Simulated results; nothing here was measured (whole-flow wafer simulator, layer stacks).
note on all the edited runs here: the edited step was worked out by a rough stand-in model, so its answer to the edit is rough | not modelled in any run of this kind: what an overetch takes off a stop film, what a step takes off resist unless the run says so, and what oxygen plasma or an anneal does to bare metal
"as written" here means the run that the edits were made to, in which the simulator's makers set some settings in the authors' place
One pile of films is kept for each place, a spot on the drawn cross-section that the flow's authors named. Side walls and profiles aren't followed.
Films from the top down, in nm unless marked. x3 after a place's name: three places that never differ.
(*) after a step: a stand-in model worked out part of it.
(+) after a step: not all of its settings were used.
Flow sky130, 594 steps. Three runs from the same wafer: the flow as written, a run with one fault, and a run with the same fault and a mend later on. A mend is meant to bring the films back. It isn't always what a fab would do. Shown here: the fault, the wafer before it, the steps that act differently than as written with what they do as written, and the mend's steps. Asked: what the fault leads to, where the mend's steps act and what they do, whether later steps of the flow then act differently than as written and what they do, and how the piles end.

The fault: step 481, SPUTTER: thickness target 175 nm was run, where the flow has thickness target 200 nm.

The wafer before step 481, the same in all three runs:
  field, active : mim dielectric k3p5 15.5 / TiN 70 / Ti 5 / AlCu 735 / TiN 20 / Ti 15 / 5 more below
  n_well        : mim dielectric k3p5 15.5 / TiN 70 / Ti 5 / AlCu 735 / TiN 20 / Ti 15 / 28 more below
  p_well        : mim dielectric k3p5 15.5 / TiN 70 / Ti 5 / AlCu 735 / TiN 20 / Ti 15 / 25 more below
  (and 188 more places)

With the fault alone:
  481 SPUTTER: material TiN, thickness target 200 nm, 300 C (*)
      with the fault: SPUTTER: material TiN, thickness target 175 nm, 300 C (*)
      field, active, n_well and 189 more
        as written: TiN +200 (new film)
        with the fault: TiN +175 (new film)
  Later steps of the flow that act differently than as written (5 more steps differ only slightly, by at most 2% or 0.5 nm, whichever is larger, and aren't shown):
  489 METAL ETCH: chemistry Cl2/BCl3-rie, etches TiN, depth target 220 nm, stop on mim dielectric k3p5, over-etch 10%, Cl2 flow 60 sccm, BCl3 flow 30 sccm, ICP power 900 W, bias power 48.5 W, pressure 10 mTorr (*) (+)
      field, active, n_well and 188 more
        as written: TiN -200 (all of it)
        with the fault: TiN -175 (all of it)
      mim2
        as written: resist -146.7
        with the fault: resist -128.3
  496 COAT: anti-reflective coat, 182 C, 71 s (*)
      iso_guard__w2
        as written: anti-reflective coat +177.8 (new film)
        with the fault: anti-reflective coat +161.4 (new film)
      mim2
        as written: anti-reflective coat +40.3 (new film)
        with the fault: anti-reflective coat +34.7 (new film)
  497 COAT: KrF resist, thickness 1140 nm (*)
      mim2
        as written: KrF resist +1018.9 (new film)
        with the fault: KrF resist +1042.8 (new film)
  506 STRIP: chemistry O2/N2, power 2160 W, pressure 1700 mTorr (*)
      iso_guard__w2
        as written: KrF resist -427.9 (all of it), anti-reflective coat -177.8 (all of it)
        with the fault: KrF resist -438.8 (all of it), anti-reflective coat -161.4 (all of it)
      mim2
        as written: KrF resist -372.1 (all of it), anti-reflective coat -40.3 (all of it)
        with the fault: KrF resist -395.9 (all of it), anti-reflective coat -34.7 (all of it)
  At the end the piles differ from the flow's by more than 2% or 0.5 nm, whichever is larger, at mim2.
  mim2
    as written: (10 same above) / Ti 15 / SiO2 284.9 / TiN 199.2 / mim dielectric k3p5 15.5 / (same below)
    with the fault: (10 same above) / Ti 15 / SiO2 309.9 / TiN 174.2 / mim dielectric k3p5 15.5 / (same below)

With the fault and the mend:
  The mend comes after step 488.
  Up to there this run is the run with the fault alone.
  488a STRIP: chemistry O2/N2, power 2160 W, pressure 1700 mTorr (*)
      mim2
        resist -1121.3 (all of it)
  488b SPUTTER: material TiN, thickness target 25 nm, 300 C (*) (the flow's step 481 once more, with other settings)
      field, active, n_well and 189 more
        TiN +25
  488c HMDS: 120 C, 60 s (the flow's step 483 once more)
      changes no film at any place that is followed
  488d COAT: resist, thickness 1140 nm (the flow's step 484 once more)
      field, active, n_well and 187 more
        resist +1140 (new film)
      m1, via3_hole
        resist +1140.6 (new film)
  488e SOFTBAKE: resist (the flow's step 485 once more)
      changes no film at any place that is followed
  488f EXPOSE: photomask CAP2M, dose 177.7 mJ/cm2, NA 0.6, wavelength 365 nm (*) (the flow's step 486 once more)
      changes no film at any place that is followed
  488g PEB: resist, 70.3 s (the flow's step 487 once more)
      field, active, n_well and 189 more
        resist -18.7
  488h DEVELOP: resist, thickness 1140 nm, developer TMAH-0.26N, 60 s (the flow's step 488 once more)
      field, active, n_well and 186 more
        resist -1121.3 (all of it)
      m1, via3_hole
        resist -1121.9 (all of it)
  No later step of the flow acts differently than as written at any place that is followed.
  At the end the piles are the same as the flow's at every place that both follow.
